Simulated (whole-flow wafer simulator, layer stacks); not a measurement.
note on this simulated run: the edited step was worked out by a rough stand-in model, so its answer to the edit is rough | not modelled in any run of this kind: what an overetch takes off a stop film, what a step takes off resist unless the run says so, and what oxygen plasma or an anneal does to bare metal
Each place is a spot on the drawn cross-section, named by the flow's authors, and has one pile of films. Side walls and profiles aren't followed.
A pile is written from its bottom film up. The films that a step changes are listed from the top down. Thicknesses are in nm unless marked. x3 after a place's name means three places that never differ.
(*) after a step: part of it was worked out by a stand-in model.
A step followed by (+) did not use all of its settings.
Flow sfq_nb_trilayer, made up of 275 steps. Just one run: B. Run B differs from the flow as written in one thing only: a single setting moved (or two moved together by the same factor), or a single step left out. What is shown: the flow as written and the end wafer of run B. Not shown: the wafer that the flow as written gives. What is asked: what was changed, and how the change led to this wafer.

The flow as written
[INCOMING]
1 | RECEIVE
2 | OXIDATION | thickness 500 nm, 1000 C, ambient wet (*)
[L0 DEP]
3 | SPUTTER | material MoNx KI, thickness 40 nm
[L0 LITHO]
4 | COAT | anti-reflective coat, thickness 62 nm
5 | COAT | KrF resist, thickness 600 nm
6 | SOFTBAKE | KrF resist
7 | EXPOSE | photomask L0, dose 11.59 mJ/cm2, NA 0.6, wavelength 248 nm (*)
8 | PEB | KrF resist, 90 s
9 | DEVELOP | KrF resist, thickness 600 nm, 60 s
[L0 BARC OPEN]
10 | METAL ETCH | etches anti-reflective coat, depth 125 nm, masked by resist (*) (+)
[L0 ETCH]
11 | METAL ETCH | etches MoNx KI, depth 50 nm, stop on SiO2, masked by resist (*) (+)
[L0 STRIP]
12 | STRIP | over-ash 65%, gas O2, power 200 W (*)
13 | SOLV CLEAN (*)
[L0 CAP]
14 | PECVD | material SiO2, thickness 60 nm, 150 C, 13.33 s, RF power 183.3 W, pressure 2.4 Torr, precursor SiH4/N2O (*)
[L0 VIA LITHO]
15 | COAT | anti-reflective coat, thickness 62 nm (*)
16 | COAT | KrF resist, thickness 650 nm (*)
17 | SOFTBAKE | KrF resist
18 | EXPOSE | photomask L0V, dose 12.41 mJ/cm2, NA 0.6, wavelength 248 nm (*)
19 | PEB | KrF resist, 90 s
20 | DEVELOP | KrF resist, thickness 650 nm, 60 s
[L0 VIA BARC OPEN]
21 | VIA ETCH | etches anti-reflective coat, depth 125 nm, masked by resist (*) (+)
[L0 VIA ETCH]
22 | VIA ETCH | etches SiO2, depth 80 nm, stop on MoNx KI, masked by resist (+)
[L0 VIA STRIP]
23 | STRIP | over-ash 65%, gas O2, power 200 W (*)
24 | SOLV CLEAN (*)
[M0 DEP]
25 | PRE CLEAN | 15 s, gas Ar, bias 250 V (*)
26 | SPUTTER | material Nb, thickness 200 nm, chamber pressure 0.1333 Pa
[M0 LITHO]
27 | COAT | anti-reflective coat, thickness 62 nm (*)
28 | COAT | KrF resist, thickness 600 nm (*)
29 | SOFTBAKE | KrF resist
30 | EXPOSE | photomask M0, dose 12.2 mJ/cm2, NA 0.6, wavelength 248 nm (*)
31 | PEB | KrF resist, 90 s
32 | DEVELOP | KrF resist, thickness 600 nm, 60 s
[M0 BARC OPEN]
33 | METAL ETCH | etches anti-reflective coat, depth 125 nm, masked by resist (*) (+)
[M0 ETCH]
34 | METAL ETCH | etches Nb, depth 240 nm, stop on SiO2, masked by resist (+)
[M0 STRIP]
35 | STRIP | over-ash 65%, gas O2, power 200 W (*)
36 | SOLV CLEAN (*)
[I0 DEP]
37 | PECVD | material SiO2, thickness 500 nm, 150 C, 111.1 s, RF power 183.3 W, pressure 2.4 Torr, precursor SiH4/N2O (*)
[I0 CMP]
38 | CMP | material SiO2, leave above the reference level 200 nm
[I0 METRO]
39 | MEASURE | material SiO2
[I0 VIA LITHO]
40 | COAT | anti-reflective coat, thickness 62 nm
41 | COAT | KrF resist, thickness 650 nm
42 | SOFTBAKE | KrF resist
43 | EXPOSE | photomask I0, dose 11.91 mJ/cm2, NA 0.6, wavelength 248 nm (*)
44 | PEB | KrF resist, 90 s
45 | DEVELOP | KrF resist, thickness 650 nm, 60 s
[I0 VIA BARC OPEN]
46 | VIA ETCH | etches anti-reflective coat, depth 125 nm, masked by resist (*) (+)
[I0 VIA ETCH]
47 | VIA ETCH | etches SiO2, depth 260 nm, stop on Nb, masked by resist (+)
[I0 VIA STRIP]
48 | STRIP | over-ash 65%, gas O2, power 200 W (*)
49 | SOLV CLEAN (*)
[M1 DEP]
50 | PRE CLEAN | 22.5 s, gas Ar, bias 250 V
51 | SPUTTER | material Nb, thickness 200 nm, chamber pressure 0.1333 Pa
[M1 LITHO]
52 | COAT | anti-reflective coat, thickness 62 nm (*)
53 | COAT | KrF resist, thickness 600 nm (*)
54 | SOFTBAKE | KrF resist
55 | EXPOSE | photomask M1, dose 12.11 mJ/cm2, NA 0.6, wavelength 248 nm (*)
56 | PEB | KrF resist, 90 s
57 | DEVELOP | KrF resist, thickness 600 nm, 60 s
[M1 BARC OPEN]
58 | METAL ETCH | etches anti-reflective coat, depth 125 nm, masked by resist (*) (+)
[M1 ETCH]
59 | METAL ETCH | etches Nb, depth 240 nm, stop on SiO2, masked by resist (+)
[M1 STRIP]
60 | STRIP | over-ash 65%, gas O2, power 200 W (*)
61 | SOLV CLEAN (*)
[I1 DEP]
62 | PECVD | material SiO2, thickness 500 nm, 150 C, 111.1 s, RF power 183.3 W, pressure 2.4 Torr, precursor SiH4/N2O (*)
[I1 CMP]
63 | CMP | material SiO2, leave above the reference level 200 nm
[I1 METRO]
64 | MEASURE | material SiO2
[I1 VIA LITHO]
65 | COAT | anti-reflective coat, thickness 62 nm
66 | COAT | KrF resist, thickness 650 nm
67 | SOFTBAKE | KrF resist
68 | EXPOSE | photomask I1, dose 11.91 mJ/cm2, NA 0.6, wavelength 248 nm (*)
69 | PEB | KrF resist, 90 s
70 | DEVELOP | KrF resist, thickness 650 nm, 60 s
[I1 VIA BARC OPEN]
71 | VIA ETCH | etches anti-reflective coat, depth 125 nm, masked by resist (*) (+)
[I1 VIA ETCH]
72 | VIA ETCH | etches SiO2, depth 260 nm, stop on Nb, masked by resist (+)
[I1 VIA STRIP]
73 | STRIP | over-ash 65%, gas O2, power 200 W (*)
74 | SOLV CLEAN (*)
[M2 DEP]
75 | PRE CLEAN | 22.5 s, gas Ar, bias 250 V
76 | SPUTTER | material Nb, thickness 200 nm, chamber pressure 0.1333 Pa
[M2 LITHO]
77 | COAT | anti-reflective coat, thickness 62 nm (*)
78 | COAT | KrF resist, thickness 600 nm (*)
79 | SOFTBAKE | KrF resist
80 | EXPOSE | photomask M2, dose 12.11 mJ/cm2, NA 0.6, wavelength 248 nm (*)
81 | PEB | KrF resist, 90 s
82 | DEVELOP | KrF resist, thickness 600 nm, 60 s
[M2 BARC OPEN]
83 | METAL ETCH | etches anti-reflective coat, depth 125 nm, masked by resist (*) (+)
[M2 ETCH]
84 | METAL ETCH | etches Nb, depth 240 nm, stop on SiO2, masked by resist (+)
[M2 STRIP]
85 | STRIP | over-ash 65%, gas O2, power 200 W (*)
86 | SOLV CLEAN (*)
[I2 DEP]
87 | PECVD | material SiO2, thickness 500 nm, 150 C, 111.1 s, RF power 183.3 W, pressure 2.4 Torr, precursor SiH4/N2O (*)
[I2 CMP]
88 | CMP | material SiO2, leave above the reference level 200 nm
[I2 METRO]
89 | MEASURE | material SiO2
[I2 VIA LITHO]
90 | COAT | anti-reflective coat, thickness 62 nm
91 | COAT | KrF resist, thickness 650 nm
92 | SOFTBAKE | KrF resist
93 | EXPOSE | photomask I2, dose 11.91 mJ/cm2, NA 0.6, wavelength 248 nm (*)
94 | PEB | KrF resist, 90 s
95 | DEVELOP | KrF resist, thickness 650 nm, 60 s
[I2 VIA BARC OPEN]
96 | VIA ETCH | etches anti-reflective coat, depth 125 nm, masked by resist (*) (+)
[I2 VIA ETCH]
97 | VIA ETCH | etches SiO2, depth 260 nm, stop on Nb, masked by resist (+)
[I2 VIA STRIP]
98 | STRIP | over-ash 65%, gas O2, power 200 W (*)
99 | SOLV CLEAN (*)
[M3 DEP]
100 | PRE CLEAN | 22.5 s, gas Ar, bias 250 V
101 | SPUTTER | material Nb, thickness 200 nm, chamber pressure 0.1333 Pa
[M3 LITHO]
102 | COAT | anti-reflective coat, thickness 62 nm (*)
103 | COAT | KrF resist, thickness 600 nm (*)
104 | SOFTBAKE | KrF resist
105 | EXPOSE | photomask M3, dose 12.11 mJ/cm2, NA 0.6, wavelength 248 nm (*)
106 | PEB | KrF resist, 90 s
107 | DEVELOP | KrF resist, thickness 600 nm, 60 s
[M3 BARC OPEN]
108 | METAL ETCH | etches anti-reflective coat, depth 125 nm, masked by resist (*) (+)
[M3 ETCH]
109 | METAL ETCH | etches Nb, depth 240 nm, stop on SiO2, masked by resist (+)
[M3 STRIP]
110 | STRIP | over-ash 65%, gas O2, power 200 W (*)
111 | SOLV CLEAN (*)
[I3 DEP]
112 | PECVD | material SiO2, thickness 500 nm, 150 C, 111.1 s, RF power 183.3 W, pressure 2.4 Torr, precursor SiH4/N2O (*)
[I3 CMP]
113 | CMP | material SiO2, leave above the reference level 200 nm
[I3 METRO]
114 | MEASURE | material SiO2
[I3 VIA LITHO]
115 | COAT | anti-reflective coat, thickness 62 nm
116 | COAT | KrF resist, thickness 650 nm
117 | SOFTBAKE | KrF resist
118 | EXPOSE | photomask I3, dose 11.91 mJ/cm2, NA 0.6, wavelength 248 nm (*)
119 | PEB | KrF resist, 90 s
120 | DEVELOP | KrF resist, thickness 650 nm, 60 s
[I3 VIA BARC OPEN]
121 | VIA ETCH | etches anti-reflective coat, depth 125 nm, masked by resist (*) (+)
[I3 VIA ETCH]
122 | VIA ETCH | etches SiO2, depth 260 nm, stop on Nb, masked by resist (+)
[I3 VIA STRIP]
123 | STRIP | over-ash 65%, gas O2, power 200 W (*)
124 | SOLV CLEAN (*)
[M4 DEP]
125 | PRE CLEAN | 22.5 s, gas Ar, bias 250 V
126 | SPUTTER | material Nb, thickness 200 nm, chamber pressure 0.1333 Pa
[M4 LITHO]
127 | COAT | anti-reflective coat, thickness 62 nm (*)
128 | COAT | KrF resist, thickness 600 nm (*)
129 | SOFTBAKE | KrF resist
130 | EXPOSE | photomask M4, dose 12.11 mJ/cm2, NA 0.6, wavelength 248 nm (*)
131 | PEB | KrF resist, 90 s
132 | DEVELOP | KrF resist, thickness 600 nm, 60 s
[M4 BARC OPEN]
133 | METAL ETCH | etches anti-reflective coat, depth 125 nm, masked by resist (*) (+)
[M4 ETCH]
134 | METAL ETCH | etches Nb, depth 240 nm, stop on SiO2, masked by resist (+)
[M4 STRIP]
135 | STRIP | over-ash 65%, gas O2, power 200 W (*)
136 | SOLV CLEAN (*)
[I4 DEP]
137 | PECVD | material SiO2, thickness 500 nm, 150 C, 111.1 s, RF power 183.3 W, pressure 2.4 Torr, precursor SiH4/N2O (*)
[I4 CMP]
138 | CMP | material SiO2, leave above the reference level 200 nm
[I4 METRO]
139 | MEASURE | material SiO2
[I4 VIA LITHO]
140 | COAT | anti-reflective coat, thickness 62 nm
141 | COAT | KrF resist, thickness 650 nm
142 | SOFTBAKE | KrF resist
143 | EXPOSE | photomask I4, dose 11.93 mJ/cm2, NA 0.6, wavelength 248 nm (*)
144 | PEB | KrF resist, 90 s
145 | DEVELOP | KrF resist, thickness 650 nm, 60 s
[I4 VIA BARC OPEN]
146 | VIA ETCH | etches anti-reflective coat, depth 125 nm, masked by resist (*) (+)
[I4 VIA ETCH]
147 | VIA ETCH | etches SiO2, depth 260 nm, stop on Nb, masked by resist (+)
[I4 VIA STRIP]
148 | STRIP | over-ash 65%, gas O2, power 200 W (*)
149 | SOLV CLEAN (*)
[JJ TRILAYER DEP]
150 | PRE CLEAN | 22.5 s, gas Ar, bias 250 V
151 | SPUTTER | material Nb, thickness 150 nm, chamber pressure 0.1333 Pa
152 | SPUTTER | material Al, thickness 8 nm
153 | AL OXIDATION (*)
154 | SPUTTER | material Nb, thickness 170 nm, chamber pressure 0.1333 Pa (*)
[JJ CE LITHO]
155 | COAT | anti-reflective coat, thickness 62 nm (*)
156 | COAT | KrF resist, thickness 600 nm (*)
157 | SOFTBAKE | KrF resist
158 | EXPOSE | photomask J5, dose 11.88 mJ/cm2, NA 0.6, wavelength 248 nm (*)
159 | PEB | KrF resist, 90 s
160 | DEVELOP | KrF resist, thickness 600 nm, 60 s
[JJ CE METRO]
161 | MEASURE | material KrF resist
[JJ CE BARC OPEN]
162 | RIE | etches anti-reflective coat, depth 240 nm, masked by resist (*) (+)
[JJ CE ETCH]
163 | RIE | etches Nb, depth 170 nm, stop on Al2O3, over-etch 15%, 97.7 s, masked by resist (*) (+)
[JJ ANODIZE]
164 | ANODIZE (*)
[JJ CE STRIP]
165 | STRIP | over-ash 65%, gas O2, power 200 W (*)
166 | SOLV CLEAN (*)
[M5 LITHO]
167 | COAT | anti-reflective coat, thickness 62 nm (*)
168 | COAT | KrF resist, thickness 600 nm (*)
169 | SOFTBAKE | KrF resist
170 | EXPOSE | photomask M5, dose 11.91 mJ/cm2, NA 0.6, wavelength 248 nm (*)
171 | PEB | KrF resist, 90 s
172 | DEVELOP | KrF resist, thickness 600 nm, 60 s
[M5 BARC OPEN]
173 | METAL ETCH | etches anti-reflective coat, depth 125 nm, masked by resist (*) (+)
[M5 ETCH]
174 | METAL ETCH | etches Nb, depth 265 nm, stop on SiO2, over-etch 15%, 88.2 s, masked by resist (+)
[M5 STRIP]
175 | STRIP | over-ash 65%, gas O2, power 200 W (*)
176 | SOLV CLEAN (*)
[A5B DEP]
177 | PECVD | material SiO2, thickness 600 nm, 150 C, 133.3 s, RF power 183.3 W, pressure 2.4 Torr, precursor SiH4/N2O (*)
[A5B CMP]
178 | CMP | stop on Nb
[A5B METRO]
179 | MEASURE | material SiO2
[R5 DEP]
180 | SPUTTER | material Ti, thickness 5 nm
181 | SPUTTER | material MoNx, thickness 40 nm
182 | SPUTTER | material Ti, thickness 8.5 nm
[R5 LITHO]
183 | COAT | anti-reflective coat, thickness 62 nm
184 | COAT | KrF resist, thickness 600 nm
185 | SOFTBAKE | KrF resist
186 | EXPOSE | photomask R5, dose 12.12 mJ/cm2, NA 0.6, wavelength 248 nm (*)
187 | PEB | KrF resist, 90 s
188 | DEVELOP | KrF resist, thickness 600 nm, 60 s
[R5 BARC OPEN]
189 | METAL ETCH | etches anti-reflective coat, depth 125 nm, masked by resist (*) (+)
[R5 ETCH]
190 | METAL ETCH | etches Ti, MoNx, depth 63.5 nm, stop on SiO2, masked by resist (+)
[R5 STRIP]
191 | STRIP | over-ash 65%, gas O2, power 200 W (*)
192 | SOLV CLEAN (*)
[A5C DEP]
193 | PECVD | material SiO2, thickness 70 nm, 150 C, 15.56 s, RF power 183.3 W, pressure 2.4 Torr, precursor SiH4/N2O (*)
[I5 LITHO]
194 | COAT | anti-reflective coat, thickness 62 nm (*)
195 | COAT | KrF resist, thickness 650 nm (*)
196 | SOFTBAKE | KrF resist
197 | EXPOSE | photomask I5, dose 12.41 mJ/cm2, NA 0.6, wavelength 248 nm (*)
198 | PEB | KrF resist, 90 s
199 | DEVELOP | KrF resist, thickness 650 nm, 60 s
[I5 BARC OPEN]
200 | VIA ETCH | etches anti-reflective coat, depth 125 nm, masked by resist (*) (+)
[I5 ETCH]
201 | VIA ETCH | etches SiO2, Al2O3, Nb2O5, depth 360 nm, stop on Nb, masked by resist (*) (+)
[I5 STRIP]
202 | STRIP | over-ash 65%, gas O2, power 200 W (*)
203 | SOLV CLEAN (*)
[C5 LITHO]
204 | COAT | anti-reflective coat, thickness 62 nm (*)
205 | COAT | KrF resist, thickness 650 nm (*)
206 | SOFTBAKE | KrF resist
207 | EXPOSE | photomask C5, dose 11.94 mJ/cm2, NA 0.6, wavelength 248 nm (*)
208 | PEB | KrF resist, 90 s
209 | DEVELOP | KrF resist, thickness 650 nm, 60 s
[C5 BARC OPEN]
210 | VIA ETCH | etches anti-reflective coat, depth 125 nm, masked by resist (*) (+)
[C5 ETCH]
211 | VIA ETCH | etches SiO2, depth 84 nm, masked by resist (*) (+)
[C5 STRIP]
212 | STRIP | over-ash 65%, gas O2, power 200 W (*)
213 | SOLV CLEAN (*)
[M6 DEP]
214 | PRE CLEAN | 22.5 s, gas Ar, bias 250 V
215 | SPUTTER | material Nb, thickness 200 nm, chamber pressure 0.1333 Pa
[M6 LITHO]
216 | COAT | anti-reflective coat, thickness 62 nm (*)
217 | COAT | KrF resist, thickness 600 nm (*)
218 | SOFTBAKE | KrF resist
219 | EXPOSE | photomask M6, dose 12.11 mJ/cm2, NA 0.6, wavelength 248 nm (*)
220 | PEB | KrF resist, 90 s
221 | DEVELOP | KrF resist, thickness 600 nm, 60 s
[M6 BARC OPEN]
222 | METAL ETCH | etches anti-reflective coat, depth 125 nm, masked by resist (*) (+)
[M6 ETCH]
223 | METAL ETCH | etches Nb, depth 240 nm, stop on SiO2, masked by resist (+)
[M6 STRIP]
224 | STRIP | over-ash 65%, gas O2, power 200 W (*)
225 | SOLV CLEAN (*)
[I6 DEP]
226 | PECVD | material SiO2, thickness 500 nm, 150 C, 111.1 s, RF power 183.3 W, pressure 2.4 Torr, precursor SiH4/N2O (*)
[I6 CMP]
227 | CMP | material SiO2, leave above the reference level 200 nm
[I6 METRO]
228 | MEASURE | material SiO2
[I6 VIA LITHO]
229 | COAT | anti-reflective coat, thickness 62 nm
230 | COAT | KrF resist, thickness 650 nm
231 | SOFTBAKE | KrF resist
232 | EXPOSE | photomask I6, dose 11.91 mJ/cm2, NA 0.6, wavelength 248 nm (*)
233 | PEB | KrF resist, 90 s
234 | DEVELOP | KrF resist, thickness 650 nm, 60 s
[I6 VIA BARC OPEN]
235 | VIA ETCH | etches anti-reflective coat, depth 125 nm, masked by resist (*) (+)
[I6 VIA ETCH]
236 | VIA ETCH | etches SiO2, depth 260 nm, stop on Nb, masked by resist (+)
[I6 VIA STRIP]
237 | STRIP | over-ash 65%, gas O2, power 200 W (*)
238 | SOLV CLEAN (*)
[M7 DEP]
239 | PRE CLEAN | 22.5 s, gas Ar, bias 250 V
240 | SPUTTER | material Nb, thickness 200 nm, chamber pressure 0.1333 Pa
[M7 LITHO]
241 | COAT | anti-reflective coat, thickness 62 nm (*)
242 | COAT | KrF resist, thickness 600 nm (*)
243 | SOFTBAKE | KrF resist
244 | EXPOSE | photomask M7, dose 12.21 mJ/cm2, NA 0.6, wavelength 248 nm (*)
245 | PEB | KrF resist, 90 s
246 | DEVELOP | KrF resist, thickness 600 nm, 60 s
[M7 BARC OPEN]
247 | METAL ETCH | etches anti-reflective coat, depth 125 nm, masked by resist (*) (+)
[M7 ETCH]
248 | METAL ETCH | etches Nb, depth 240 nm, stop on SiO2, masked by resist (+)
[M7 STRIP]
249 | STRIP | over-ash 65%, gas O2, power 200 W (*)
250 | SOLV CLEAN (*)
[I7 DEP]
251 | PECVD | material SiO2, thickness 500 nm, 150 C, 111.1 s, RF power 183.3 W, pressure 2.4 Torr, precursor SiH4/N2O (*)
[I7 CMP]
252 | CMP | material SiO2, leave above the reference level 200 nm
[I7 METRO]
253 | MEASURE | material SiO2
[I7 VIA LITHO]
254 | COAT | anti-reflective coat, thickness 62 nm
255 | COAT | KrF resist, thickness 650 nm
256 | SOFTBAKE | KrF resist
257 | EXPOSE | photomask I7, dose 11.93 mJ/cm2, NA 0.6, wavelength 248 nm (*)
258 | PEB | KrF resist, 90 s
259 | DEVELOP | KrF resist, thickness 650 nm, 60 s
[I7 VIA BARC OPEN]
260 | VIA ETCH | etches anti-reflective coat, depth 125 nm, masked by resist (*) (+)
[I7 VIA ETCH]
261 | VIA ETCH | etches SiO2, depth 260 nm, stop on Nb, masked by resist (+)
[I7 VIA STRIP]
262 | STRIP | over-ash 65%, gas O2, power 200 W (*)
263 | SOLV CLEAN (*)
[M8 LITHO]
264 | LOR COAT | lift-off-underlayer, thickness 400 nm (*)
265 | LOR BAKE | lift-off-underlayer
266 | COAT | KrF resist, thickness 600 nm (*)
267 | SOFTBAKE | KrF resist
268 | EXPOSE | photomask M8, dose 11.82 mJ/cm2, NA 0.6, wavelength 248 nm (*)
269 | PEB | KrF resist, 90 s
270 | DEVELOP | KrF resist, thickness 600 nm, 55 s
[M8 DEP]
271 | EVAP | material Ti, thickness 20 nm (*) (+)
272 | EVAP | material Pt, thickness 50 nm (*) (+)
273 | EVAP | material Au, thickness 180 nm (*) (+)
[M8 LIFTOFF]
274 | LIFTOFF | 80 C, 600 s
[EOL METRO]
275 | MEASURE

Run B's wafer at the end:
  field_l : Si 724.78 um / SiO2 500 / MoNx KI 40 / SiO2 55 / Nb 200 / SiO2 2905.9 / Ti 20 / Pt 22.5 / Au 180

What caused this: step 272, EVAP: thickness 22.5 nm was run, though the flow has thickness 50 nm.
The wafer lets one read it off: field_l has Pt 22.5, and step 272 as written asks for 50 nm.

The path from the change to this, step by step:
  272 | EVAP | material Pt, thickness 50 nm (*) (+)
      field_l, v_sur, via_wl and 103 more: +22.5 Pt (new film) (in the flow as written it would be: +50 Pt (new film))
  274 | LIFTOFF | 80 C, 600 s
      p4_fl, p4_fm, p4_w1 and 71 more: -180 Au (all of it), -22.5 Pt (all of it), -20 Ti (all of it), -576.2 KrF resist (all of it), -400 lift-off-underlayer (all of it) (in the flow as written it would be: -180 Au (all of it), -50 Pt (all of it), -20 Ti (all of it), -576.2 KrF resist (all of it), -400 lift-off-underlayer (all of it))
      c5j, ce_r: -180 Au (all of it), -22.5 Pt (all of it), -20 Ti (all of it), -573.3 KrF resist (all of it), -399.3 lift-off-underlayer (all of it) (in the flow as written it would be: -180 Au (all of it), -50 Pt (all of it), -20 Ti (all of it), -573.3 KrF resist (all of it), -399.3 lift-off-underlayer (all of it))
      (as well as at 19 more places)
